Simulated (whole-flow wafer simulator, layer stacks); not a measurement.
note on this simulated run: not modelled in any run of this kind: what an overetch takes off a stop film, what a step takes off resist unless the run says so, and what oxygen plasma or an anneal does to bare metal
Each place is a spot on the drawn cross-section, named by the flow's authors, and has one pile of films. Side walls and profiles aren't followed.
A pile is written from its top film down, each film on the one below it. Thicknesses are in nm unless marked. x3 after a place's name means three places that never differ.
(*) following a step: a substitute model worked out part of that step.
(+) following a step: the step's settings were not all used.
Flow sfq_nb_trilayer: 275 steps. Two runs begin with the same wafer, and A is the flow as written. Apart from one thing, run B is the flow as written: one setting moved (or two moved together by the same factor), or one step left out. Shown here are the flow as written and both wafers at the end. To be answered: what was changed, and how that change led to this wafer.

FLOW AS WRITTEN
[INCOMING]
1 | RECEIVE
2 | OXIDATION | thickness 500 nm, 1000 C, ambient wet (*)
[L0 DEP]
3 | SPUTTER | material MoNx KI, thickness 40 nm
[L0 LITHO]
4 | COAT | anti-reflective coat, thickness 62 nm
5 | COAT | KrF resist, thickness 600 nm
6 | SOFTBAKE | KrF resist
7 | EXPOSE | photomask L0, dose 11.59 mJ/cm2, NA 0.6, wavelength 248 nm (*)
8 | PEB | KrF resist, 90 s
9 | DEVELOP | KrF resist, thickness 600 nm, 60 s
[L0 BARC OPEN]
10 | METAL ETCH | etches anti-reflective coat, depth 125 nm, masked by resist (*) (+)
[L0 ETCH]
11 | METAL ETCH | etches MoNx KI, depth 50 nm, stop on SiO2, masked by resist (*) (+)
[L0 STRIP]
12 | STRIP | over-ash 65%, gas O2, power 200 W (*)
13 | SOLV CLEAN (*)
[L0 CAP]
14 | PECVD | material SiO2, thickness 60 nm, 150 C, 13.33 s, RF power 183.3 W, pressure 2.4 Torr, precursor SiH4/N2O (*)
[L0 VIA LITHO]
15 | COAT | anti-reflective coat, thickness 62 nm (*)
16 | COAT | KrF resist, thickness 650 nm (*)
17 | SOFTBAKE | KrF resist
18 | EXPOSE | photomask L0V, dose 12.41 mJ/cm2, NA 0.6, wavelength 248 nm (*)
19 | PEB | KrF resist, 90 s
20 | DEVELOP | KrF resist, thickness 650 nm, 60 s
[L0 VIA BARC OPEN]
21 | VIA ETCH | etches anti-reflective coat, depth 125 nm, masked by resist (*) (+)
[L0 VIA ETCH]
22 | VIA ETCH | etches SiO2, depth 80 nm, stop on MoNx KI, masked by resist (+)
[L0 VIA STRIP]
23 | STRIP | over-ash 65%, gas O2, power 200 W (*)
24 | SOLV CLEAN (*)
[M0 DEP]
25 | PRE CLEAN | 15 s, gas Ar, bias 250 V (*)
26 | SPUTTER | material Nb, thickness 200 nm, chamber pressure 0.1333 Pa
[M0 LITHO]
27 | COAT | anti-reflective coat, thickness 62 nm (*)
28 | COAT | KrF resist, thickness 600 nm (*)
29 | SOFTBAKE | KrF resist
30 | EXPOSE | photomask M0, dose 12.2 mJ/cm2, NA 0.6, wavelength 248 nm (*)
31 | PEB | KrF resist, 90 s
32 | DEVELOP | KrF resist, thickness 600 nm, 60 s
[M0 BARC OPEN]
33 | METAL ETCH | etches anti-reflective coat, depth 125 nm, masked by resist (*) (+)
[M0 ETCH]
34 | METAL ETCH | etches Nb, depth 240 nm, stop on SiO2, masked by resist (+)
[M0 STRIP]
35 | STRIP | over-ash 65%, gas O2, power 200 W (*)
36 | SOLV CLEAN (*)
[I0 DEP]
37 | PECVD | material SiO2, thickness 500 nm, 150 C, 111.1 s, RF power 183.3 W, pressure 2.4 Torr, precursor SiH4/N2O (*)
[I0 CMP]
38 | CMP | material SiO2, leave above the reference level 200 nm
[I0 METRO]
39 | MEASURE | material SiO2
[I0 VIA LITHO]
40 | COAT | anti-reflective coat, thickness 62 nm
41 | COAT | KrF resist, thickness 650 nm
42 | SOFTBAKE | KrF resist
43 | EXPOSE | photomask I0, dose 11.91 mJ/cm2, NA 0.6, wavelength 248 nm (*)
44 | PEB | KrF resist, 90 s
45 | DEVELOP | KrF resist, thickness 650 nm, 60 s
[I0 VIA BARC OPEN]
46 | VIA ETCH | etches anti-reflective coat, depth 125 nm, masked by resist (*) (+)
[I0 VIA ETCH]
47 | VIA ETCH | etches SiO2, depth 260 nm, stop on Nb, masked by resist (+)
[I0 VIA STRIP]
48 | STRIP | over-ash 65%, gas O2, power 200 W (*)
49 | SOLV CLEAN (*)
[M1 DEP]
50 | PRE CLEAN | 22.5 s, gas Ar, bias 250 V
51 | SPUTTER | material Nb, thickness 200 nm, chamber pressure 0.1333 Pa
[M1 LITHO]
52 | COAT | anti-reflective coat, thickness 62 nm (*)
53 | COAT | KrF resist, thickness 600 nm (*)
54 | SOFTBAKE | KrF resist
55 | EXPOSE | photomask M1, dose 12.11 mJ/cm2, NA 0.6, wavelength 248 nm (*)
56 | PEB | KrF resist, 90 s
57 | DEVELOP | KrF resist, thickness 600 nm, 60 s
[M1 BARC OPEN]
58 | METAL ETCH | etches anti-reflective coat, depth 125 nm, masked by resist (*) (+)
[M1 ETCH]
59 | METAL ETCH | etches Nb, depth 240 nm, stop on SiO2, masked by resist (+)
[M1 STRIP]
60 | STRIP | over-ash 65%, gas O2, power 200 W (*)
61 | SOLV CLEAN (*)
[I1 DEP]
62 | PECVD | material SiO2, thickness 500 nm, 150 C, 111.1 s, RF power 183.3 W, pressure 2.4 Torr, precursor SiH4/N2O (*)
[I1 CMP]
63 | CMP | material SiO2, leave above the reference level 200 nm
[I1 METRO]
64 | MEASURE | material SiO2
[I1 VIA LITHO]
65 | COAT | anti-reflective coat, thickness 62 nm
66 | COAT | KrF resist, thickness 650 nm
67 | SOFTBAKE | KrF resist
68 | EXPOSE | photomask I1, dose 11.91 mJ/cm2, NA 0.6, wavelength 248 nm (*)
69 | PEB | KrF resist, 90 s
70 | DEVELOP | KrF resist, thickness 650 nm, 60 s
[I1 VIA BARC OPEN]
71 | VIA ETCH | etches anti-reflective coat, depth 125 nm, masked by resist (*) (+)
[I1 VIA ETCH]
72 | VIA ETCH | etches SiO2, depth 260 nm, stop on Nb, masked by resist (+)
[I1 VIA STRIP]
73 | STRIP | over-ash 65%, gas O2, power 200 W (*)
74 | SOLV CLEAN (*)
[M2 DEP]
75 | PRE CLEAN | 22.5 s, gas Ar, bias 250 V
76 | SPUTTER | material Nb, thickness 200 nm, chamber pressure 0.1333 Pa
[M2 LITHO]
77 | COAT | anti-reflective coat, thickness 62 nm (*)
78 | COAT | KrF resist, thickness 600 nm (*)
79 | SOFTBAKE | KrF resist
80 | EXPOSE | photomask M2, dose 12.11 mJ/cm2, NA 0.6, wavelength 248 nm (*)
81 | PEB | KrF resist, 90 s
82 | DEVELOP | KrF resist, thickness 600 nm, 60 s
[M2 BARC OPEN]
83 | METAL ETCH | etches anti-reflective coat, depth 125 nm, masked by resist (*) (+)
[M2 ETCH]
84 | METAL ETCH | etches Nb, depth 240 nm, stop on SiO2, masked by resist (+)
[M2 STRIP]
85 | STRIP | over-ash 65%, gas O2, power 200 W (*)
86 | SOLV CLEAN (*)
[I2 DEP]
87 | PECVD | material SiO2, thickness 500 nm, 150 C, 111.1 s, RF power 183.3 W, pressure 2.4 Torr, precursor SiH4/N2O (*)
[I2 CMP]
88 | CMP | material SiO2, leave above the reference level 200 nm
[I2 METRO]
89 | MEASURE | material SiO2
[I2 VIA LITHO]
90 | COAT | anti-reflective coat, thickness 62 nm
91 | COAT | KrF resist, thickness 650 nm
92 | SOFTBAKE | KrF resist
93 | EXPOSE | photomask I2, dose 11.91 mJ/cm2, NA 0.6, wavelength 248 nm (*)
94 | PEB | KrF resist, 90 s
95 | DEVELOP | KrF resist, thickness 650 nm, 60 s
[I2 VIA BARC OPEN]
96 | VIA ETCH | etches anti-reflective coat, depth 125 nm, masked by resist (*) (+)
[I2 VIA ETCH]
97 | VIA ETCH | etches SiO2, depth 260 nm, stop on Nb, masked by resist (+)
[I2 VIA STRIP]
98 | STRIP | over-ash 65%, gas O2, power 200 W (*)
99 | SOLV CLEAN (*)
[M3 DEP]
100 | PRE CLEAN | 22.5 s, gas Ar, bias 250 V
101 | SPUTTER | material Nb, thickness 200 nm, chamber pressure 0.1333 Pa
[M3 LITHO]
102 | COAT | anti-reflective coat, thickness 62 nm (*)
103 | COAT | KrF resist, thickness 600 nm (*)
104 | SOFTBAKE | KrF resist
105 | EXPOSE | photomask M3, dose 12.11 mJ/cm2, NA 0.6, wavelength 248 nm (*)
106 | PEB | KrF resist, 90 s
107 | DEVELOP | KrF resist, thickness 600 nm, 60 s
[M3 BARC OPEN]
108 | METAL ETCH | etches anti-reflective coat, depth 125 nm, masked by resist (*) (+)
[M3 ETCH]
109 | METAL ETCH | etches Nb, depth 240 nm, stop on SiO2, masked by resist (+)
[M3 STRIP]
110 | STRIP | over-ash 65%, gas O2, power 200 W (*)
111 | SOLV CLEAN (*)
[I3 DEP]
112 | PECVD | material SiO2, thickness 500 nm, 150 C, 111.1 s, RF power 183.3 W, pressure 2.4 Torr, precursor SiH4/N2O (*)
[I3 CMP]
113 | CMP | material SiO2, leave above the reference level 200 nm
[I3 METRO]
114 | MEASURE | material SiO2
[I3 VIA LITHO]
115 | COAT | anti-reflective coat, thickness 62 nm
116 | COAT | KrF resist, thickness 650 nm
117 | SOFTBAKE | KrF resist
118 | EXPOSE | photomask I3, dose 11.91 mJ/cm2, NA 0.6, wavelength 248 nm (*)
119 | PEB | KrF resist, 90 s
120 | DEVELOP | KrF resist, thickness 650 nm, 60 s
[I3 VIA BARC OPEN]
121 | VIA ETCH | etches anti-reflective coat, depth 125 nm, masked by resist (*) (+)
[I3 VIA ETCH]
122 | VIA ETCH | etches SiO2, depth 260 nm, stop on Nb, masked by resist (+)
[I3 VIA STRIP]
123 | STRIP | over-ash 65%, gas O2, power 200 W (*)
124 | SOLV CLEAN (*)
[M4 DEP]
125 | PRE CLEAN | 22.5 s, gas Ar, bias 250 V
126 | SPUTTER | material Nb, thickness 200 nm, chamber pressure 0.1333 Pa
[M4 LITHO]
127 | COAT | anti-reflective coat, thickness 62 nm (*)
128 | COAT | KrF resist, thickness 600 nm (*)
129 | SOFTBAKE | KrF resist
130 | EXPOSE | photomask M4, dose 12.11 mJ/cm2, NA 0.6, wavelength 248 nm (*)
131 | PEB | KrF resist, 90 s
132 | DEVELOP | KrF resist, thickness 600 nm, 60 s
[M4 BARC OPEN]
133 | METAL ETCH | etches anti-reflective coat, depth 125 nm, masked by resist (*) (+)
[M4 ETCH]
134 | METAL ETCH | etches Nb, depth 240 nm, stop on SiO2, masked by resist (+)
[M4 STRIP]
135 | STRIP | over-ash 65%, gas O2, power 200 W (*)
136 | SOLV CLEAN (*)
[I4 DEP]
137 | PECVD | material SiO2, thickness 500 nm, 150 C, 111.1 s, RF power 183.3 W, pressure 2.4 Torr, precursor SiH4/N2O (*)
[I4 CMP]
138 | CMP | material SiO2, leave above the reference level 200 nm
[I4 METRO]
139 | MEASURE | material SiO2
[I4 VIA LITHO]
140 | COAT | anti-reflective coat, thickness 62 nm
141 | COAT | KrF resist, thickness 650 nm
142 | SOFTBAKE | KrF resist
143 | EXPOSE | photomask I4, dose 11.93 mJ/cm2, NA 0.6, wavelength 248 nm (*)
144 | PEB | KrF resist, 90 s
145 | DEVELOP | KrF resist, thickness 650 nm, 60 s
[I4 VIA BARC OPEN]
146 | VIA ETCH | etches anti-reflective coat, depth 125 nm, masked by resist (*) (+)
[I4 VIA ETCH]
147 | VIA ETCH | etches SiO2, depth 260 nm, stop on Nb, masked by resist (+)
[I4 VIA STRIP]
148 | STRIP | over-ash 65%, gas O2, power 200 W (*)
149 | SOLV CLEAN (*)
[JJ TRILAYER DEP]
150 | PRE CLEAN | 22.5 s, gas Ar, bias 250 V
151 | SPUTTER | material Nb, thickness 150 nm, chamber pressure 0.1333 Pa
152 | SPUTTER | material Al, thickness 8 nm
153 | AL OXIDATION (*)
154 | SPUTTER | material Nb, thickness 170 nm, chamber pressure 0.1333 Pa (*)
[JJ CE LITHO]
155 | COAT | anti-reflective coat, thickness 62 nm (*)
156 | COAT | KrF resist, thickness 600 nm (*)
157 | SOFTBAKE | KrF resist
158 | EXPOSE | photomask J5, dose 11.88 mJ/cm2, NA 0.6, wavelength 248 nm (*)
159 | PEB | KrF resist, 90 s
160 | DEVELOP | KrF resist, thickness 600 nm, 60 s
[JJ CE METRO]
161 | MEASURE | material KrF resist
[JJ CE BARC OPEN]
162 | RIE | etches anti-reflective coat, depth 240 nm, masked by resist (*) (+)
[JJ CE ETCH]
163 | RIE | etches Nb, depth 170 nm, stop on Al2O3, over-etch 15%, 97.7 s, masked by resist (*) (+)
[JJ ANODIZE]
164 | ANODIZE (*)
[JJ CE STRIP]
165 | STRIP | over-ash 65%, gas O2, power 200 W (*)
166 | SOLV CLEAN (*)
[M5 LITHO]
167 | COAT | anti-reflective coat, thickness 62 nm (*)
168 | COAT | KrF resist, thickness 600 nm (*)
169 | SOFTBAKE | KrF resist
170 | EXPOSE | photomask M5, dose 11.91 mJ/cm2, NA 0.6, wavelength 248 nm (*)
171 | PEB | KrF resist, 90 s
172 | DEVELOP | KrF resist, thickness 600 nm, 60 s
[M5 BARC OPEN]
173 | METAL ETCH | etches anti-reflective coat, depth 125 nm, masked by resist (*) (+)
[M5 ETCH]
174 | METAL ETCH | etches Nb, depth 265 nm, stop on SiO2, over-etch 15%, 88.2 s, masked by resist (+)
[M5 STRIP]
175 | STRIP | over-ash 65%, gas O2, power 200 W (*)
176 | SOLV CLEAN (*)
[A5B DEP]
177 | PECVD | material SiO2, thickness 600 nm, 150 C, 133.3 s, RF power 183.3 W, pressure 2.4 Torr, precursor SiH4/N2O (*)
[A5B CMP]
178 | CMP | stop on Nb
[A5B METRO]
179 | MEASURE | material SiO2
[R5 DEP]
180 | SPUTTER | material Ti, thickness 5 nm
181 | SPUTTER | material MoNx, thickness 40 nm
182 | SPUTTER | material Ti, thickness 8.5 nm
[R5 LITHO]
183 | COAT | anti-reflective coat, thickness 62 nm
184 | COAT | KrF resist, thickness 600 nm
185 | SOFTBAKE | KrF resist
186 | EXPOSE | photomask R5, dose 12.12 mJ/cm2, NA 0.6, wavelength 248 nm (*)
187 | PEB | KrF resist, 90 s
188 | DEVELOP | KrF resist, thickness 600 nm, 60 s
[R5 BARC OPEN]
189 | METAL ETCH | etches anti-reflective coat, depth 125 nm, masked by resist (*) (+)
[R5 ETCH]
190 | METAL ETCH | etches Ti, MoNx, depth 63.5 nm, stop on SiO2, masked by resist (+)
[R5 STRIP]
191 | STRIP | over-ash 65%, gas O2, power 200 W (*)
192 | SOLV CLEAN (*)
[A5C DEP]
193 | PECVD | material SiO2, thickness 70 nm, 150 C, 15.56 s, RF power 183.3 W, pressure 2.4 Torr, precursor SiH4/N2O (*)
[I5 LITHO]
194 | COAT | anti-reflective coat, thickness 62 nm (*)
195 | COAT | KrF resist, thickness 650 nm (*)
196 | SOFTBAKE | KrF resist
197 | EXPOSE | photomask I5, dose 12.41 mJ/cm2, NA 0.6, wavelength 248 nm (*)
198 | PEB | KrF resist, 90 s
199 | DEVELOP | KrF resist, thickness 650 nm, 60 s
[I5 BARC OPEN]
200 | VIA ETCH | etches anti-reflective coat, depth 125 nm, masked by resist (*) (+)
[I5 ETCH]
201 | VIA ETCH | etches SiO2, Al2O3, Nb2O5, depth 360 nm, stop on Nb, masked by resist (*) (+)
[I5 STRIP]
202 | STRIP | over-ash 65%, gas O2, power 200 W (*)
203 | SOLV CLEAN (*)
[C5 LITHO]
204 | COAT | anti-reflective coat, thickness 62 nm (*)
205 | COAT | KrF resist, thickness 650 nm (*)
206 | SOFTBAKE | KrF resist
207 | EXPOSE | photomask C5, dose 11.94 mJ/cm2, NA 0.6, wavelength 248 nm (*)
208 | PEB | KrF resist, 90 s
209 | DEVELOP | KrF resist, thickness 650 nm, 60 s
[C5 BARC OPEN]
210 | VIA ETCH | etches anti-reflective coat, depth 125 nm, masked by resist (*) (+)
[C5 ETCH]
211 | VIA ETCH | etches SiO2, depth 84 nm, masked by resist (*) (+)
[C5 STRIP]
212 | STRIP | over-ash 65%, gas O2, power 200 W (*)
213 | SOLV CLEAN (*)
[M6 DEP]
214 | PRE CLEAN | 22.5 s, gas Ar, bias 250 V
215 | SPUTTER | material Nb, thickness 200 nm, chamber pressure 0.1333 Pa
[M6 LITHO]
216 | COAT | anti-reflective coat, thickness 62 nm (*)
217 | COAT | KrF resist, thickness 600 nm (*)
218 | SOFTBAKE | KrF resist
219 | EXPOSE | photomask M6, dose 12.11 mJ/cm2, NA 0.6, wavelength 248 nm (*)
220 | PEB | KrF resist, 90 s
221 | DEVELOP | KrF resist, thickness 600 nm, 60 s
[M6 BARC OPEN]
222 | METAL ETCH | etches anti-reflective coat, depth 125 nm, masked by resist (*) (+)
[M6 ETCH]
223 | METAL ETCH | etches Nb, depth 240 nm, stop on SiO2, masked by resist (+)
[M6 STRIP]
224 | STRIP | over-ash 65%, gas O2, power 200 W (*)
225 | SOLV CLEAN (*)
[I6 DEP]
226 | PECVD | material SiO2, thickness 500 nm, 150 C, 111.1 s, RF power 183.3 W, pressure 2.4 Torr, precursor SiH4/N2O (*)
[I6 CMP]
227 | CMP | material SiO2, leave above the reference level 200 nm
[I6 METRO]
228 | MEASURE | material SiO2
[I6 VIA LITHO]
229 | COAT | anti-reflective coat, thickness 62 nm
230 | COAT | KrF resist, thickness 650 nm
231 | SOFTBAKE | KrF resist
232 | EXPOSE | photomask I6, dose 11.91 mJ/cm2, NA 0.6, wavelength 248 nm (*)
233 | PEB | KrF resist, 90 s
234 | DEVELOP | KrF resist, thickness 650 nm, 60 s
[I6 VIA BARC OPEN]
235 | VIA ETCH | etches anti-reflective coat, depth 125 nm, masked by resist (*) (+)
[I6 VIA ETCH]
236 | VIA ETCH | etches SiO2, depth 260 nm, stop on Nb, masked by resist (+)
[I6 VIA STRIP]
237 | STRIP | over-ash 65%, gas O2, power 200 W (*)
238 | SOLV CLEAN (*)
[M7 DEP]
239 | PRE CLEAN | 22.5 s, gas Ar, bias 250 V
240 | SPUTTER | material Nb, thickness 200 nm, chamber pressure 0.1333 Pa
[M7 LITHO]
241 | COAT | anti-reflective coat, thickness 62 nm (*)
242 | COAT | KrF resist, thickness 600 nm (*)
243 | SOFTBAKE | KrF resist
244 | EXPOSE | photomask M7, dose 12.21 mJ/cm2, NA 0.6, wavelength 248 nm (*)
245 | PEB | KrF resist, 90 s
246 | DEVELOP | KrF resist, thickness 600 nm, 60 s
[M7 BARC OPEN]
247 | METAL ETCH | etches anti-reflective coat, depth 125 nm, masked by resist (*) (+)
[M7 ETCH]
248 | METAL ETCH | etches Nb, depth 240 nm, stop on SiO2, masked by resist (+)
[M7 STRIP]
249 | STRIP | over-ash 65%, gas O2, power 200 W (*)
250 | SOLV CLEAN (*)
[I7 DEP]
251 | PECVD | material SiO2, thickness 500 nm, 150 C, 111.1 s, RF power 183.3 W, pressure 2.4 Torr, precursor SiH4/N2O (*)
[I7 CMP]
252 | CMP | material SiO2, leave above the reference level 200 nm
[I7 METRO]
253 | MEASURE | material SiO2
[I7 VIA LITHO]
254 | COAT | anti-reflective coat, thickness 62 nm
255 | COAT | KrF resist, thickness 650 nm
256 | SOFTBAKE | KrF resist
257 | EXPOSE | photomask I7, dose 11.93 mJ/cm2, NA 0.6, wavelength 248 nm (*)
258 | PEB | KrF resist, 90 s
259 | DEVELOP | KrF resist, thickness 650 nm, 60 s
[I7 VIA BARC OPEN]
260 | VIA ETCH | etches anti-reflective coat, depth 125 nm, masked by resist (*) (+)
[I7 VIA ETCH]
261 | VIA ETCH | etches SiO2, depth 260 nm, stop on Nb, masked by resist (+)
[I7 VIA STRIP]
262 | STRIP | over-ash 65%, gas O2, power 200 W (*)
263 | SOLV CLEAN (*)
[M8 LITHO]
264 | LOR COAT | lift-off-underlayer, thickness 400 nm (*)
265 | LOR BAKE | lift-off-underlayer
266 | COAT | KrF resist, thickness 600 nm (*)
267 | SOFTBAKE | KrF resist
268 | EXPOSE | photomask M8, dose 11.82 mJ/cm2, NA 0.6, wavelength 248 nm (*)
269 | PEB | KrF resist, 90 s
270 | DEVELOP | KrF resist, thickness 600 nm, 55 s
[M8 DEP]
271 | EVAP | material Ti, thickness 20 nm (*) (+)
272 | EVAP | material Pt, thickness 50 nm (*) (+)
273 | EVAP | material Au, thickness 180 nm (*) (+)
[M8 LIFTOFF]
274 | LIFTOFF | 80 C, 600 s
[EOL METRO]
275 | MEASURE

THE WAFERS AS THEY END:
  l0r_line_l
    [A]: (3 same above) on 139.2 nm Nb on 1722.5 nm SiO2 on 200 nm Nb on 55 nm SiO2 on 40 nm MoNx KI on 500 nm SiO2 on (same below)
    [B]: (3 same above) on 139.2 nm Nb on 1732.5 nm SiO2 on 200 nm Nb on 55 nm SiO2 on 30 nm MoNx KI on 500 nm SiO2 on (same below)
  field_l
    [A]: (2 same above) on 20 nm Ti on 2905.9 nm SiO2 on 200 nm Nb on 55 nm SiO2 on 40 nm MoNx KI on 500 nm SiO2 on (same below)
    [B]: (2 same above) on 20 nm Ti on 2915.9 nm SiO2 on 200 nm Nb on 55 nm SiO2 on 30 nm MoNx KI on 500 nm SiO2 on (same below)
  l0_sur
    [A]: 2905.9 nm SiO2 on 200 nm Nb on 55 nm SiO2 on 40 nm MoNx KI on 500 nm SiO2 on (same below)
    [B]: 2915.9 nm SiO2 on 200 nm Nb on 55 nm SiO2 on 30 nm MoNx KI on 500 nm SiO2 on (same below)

What caused this: step 3, SPUTTER: thickness 30 nm was run, whereas the flow has thickness 40 nm.
The wafer itself shows it: l0r_line_l has MoNx KI 30, and step 3 as written asks for 40 nm.

How this came from the change, step by step:
  3 | SPUTTER | material MoNx KI, thickness 40 nm
      field_l, v_sur, via_wl and 103 more: A +40 MoNx KI (new film) | B +30 MoNx KI (new film)
  11 | METAL ETCH | etches MoNx KI, depth 50 nm, stop on SiO2, masked by resist (*) (+)
      v_sur, via_wl, via_w and 97 more: A -40 MoNx KI (all of it) | B -30 MoNx KI (all of it)
      field_l, l0_sur, l0v, l0r_line_l, l0r_line_c, l0r_line_r: A -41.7 KrF resist | B -37.5 KrF resist
  15 | COAT | anti-reflective coat, thickness 62 nm (*)
      field_l: A +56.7 anti-reflective coat (new film) | B +57.9 anti-reflective coat (new film)
      v_sur: A +72.2 anti-reflective coat (new film) | B +69.7 anti-reflective coat (new film)
      (and at 3 other places as well)
  23 | STRIP | over-ash 65%, gas O2, power 200 W (*)
      field_l: A -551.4 KrF resist (all of it), -56.7 anti-reflective coat (all of it) | B -553.6 KrF resist (all of it), -57.9 anti-reflective coat (all of it)
      v_sur: A -570.5 KrF resist (all of it), -72.2 anti-reflective coat (all of it) | B -567.6 KrF resist (all of it), -69.7 anti-reflective coat (all of it)
      (and at 3 other places as well)
  27 | COAT | anti-reflective coat, thickness 62 nm (*)
      field_l: A +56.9 anti-reflective coat (new film) | B +58.1 anti-reflective coat (new film)
      v_sur: A +72.3 anti-reflective coat (new film) | B +69.8 anti-reflective coat (new film)
      (and at 3 other places as well)
  35 | STRIP | over-ash 65%, gas O2, power 200 W (*)
      field_l: A -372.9 KrF resist (all of it), -56.9 anti-reflective coat (all of it) | B -375.3 KrF resist (all of it), -58.1 anti-reflective coat (all of it)
      v_sur: A -391.6 KrF resist (all of it), -72.3 anti-reflective coat (all of it) | B -389.1 KrF resist (all of it), -69.8 anti-reflective coat (all of it)
      (and at 3 other places as well)
  38 | CMP | material SiO2, leave above the reference level 200 nm
      field_l, l0_sur, l0r_line_l, l0r_line_c, l0r_line_r: A -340 SiO2 | B -330 SiO2
      l0v: A -277.8 SiO2 | B -267.8 SiO2
